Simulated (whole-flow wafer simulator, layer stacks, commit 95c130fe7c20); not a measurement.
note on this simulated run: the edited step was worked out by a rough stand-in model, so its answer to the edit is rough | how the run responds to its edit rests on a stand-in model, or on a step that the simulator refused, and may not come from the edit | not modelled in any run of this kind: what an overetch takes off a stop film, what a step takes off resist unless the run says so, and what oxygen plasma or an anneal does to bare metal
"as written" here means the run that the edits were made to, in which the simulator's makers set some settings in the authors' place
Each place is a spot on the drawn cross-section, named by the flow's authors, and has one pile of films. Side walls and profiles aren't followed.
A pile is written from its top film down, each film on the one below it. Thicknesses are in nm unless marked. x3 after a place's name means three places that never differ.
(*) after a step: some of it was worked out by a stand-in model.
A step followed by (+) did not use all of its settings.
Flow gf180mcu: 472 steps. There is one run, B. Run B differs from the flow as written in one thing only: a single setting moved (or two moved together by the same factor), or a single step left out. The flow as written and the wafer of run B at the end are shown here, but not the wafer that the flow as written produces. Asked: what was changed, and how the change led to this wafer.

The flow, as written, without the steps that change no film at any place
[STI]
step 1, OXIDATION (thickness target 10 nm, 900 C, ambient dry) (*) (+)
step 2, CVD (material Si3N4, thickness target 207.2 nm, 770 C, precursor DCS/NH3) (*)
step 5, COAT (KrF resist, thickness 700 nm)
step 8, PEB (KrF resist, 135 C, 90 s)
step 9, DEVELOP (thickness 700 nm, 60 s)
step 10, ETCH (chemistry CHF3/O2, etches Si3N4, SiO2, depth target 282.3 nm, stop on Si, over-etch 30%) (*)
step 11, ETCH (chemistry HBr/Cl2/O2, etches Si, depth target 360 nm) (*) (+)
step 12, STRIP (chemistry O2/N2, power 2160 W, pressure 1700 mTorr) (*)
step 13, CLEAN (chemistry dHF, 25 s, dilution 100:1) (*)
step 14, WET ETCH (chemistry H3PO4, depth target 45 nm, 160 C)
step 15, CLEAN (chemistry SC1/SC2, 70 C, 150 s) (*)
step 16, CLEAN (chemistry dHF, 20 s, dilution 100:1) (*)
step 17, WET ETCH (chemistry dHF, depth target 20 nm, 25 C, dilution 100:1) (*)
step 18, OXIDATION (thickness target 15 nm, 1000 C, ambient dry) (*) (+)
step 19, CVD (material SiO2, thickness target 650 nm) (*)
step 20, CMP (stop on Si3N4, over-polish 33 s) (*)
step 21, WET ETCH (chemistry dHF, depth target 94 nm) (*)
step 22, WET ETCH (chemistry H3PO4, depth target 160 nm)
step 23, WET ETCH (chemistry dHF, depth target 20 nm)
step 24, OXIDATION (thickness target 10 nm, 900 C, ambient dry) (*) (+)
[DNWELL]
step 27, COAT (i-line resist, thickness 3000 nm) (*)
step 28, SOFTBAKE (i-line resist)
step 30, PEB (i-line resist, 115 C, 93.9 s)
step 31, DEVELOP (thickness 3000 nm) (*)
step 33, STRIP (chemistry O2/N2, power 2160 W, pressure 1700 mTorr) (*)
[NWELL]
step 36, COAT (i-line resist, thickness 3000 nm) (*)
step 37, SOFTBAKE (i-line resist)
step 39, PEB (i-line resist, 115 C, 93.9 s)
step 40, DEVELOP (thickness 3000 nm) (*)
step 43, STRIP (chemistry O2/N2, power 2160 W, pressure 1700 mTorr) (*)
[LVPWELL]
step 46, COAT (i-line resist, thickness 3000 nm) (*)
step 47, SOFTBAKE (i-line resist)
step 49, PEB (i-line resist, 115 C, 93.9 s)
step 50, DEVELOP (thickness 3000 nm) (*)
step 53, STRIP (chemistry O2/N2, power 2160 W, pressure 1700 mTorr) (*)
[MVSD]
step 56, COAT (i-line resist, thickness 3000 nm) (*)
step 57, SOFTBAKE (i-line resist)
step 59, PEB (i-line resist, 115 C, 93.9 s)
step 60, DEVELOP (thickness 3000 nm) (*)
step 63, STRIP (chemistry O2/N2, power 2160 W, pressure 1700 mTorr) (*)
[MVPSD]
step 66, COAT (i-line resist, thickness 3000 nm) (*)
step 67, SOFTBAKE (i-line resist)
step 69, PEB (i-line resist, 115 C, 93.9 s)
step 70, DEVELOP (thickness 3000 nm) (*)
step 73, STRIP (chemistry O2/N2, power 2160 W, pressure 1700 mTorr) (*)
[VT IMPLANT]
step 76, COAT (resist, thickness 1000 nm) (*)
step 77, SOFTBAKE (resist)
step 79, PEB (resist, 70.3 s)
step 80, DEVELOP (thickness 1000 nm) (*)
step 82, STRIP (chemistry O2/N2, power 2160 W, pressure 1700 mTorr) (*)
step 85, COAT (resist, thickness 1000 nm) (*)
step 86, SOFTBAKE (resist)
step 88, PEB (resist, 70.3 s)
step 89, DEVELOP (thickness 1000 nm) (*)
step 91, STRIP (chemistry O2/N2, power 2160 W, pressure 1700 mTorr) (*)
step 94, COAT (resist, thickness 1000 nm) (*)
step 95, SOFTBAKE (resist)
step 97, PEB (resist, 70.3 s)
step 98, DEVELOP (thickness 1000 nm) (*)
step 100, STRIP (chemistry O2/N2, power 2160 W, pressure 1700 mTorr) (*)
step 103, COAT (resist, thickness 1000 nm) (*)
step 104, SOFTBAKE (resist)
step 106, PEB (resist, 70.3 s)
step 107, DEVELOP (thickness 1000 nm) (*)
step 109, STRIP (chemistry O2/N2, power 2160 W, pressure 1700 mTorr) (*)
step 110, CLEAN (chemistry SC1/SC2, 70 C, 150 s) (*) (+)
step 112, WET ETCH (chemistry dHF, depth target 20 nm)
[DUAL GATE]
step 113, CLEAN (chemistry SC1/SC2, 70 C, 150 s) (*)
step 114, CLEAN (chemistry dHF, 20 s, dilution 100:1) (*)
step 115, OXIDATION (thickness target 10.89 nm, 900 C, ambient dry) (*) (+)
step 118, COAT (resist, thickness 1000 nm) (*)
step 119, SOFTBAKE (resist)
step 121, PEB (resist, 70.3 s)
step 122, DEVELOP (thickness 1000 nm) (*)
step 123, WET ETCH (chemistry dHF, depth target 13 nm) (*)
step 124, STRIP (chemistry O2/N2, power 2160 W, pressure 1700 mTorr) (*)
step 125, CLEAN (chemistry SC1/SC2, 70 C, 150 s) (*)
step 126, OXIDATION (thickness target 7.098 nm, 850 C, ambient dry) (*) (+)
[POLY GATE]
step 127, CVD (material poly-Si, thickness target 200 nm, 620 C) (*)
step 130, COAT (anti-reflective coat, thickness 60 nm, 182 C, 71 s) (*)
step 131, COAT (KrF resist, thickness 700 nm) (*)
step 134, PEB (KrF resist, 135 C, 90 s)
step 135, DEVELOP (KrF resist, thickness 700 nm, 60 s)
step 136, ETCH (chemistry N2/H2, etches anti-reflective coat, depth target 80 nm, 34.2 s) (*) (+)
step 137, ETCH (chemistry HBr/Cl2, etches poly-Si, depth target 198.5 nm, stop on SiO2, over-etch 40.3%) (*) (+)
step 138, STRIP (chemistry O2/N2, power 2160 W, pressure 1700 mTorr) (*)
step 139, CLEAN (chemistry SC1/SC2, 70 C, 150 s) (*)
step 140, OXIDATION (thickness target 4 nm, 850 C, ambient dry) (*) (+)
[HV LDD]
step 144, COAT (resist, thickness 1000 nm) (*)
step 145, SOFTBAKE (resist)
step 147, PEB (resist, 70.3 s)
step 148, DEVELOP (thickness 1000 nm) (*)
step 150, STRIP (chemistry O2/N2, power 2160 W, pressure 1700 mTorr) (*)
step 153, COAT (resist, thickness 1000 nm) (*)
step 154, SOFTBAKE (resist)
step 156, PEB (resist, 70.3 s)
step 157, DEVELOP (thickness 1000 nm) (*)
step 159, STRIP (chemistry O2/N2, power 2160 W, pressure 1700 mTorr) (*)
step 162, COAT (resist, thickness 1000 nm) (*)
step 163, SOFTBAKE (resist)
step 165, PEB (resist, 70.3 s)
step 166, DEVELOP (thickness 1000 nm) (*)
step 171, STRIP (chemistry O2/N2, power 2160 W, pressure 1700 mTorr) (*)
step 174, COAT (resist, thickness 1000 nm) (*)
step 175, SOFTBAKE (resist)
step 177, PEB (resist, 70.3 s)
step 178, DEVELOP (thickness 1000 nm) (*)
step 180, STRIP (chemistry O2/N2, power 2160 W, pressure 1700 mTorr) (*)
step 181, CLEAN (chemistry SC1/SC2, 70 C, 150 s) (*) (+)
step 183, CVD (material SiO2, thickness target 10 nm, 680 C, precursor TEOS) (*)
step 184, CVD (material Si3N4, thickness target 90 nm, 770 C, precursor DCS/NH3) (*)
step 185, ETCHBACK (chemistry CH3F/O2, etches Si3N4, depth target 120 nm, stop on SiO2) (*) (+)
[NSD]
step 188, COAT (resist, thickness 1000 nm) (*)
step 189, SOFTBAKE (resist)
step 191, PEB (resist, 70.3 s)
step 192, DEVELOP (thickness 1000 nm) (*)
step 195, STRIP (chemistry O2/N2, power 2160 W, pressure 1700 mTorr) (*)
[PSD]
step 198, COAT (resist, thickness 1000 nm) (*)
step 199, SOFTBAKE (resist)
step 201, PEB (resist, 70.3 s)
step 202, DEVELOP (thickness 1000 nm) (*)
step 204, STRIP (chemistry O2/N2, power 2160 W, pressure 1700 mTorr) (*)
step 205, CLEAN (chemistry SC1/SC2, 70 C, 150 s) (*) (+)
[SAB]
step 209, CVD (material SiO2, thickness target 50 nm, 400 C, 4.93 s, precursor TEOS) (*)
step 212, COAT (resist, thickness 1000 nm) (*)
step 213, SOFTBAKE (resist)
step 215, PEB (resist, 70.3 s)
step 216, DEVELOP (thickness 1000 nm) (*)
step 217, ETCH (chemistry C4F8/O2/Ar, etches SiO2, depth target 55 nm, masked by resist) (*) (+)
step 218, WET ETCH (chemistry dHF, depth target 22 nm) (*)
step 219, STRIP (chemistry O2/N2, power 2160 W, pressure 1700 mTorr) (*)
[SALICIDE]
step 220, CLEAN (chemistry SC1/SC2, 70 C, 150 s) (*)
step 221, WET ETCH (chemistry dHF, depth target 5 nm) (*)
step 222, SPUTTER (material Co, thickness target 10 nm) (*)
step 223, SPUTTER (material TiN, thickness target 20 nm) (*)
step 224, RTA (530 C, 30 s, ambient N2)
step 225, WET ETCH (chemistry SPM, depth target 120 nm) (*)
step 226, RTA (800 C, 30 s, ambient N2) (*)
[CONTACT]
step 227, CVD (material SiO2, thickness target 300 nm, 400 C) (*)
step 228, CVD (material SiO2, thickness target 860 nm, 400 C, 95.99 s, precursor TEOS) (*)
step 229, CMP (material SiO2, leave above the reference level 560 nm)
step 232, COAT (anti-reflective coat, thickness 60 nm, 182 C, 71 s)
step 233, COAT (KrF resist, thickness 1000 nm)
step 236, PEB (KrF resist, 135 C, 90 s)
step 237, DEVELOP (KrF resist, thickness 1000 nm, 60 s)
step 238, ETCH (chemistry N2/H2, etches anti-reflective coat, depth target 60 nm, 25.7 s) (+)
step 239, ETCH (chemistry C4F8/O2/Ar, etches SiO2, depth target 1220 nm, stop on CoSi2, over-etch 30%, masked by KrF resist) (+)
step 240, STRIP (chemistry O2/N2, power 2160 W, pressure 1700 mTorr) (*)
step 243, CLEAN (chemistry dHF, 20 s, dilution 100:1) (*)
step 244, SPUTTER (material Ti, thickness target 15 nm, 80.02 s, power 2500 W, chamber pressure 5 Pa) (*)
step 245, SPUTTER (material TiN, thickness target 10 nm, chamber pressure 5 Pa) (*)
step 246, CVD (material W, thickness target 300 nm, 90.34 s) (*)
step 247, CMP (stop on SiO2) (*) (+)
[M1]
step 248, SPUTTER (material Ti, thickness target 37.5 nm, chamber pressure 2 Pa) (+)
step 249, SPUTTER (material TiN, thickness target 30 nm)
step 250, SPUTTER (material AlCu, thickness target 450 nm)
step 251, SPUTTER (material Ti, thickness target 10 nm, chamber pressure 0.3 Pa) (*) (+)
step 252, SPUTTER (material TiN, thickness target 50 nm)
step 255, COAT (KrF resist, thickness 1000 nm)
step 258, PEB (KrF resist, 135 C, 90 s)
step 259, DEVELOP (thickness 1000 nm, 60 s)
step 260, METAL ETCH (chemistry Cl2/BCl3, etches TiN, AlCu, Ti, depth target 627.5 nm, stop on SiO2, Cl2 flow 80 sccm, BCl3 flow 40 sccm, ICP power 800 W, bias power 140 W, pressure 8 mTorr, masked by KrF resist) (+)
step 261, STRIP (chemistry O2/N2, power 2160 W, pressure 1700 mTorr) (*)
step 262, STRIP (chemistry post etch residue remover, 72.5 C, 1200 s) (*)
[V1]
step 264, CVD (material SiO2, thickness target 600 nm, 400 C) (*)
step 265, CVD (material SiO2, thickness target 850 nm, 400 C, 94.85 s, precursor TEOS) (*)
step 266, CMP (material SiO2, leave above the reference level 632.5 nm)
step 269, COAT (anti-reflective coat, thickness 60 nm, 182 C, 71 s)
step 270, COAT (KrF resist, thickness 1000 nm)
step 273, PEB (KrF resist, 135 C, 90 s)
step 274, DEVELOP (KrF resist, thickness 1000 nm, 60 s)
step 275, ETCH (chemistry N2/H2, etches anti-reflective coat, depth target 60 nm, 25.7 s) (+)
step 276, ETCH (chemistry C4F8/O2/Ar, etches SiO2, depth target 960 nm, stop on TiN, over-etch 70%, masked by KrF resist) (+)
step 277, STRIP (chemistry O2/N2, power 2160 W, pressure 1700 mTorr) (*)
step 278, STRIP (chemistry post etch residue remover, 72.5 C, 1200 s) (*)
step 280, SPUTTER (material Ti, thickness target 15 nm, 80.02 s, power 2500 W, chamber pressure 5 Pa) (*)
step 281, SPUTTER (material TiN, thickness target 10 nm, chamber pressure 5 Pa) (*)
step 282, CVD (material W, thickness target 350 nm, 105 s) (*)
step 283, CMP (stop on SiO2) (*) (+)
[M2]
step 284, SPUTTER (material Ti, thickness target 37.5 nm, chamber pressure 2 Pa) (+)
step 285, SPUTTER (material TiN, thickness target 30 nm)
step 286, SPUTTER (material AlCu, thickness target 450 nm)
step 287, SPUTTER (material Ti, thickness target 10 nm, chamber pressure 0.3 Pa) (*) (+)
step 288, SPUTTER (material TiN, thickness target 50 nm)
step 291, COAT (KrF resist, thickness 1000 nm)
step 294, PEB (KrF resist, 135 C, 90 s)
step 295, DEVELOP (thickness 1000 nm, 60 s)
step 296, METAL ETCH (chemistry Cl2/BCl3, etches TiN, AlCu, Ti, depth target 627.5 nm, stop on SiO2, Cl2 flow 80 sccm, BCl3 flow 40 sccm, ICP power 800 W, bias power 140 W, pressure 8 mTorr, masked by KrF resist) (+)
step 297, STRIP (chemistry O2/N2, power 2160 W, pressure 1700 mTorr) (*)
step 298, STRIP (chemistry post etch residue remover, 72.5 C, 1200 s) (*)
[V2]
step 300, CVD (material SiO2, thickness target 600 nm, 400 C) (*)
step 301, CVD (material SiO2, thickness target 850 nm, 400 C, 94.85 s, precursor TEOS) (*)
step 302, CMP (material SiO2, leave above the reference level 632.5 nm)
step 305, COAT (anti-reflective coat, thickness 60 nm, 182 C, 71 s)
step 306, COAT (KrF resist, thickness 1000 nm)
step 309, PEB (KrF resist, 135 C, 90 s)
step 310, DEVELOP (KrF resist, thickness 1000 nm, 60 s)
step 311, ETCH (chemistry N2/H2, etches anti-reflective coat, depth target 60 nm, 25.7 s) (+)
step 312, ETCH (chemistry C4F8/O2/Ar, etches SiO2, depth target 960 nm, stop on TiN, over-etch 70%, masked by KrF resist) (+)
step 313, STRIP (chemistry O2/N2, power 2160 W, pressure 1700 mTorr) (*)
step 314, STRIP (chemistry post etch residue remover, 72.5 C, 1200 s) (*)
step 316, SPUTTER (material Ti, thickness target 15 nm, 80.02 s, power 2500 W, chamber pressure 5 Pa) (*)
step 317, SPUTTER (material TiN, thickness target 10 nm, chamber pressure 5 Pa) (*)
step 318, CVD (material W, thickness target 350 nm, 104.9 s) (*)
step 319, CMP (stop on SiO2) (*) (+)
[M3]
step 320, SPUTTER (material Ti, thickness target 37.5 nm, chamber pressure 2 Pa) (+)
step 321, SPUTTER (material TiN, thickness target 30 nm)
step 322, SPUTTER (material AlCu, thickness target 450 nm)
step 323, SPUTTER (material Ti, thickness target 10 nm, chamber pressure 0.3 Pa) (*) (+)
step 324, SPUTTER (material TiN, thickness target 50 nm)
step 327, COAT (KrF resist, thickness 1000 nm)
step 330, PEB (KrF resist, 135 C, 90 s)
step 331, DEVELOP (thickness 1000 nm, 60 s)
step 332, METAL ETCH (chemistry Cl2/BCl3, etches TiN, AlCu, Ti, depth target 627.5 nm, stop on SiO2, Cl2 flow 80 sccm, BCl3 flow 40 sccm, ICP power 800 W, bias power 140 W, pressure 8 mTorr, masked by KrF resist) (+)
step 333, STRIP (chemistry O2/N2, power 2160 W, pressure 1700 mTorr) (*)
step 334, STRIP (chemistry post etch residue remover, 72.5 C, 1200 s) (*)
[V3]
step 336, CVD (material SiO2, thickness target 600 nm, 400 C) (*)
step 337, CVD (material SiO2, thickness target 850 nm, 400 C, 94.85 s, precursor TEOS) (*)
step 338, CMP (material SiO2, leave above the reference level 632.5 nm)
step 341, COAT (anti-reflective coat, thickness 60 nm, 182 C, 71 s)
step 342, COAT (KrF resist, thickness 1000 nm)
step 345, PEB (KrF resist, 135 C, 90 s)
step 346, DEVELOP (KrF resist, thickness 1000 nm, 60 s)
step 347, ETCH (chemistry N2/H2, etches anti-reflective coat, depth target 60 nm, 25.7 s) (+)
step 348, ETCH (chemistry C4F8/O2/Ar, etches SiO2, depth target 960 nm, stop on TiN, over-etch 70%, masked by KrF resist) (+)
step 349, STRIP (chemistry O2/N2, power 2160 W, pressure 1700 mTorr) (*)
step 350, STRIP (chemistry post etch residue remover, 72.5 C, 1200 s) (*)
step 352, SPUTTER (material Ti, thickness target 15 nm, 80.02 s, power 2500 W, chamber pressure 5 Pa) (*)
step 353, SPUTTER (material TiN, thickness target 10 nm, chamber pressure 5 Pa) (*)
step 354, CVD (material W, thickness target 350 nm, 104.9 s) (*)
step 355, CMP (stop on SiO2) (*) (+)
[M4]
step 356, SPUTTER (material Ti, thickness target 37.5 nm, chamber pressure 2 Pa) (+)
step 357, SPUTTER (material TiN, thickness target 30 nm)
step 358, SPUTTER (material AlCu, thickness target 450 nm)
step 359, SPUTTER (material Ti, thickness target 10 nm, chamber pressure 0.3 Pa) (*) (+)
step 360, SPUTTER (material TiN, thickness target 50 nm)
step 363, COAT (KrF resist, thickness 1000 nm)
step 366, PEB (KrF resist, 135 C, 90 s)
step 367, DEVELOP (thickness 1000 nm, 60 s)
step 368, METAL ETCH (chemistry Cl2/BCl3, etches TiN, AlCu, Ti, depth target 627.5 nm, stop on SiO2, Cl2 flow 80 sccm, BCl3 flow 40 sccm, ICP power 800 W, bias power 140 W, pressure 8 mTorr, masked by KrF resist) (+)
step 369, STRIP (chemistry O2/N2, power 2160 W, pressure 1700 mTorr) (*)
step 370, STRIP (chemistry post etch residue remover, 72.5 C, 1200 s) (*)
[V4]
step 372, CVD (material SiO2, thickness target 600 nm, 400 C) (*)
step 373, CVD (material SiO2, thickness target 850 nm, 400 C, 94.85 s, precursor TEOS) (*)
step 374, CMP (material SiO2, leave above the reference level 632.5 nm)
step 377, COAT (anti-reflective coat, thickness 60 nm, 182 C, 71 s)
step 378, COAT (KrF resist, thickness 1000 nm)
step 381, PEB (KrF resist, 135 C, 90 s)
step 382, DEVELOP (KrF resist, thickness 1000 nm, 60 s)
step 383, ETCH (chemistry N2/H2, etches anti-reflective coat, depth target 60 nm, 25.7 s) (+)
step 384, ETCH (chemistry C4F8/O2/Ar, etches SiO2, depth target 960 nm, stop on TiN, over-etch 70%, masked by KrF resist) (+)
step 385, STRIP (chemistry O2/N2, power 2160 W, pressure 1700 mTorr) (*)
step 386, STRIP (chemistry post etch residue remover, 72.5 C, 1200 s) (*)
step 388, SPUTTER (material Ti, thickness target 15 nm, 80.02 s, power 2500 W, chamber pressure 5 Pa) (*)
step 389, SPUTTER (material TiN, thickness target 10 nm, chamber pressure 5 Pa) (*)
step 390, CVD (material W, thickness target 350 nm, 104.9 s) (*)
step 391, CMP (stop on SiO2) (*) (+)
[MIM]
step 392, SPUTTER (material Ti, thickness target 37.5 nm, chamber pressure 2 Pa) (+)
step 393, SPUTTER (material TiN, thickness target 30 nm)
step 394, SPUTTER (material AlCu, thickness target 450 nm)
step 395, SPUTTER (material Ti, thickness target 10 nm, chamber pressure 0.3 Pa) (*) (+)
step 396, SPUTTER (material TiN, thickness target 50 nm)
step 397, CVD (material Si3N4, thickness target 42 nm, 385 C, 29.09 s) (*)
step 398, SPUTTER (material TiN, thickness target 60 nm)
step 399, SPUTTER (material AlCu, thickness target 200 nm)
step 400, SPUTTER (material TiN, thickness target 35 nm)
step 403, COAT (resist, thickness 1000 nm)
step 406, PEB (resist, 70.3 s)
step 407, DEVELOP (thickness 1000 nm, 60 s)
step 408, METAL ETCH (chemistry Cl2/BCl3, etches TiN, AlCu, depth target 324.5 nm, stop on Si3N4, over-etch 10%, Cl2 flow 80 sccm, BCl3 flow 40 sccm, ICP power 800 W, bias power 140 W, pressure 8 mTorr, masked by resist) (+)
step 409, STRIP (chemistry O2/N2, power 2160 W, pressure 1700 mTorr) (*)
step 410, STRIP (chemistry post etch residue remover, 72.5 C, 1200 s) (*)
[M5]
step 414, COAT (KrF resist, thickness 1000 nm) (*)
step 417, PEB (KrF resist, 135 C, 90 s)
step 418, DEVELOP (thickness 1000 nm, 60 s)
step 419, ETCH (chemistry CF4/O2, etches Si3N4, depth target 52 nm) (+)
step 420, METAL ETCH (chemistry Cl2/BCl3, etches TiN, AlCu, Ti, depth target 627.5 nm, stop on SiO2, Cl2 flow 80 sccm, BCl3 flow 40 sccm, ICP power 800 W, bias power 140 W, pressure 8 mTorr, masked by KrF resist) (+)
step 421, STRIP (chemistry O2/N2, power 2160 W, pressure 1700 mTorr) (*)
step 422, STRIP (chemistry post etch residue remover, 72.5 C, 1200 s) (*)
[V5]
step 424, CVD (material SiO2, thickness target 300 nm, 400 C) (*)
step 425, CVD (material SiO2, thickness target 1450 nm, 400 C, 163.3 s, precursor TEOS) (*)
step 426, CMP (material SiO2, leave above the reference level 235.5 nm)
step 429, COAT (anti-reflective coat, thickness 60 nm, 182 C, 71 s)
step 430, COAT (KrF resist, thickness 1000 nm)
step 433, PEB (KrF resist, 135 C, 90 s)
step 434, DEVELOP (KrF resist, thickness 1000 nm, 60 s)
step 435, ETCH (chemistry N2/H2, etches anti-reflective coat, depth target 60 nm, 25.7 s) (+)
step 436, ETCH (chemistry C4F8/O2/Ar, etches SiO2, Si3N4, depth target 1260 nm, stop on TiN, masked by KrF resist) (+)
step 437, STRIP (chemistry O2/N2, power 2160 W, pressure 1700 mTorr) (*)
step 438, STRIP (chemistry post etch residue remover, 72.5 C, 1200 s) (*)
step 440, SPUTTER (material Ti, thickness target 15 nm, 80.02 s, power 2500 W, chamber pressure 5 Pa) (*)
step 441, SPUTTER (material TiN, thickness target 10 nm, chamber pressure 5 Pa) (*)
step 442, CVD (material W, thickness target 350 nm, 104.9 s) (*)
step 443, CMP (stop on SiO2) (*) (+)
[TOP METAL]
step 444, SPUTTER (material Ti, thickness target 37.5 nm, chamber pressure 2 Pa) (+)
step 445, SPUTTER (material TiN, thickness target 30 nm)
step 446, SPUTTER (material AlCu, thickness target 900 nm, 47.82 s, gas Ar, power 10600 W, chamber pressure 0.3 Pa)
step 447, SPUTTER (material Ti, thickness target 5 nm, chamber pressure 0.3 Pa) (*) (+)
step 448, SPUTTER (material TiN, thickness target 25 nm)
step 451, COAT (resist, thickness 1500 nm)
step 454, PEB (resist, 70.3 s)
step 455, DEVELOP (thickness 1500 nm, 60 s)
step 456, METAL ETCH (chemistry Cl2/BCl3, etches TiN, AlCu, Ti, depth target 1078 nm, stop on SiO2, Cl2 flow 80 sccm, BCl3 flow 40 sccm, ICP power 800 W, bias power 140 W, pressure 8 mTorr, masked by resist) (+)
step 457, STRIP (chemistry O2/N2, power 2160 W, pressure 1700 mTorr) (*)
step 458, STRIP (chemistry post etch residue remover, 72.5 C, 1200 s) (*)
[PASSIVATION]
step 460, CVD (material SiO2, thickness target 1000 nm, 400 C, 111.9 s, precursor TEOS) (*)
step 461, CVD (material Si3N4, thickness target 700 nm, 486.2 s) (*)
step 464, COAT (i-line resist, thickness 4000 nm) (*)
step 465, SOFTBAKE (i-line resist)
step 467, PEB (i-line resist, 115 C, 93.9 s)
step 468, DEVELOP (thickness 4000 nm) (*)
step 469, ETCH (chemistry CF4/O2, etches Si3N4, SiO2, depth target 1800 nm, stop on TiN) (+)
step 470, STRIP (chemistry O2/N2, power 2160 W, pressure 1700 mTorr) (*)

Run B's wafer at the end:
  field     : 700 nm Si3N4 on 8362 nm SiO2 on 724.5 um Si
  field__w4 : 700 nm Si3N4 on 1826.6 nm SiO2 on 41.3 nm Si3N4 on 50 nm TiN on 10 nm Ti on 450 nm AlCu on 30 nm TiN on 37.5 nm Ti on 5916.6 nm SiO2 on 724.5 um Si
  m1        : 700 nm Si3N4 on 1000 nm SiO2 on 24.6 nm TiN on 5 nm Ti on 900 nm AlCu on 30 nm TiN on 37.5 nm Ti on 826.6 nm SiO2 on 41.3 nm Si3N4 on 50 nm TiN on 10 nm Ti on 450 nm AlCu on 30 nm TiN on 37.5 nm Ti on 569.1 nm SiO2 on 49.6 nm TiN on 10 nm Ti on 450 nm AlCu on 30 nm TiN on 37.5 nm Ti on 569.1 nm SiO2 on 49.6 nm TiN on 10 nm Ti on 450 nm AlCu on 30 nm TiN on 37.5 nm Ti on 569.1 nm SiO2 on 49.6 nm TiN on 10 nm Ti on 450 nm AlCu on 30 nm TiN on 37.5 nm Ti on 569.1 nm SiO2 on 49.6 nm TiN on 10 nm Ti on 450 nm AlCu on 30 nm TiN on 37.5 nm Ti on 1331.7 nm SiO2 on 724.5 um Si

The reason: step 11, ETCH: depth target 495 nm was run, while the flow as written has depth target 360 nm.

How this came from the change, step by step:
  step 11, ETCH (chemistry HBr/Cl2/O2, etches Si, depth target 360 nm) (*) (+)
      active, n_well, p_well and 40 more: -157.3 KrF resist (as written it would have been: -112.3 KrF resist)
      field, field_sub, sti and 34 more: -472 Si (as written it would have been: -337 Si)
  step 12, STRIP (chemistry O2/N2, power 2160 W, pressure 1700 mTorr) (*)
      active, n_well, p_well and 40 more: -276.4 KrF resist (all of it) (as written it would have been: -321.4 KrF resist (all of it))
  step 19, CVD (material SiO2, thickness target 650 nm) (*)
      m1, ld_fp_n, ld_drift_n and 8 more: +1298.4 SiO2 (as written it would have been: +1163.4 SiO2)
  step 20, CMP (stop on Si3N4, over-polish 33 s) (*)
      sti, mim_1p0, pad and 11 more: -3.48 SiO2 (as written it would have been: -138.5 SiO2)
      nw_enc_fld, nw_enc_fld_lv: -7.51 SiO2 (as written it would have been: -142.5 SiO2)
      (also at 10 further places)
  step 189, SOFTBAKE (resist)
      active_hv: -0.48 resist (as written it would have been: +2.68 resist)
  step 199, SOFTBAKE (resist)
      active_hv: -0.48 resist (as written it would have been: +2.68 resist)
  step 223, SPUTTER (material TiN, thickness target 20 nm) (*)
      field__w12: +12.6 TiN (new film) (as written it would have been: +12 TiN (new film))
  step 225, WET ETCH (chemistry SPM, depth target 120 nm) (*)
      field__w12: -12.6 TiN (all of it), -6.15 Co (all of it) (as written it would have been: -12 TiN (all of it), -6.15 Co (all of it))
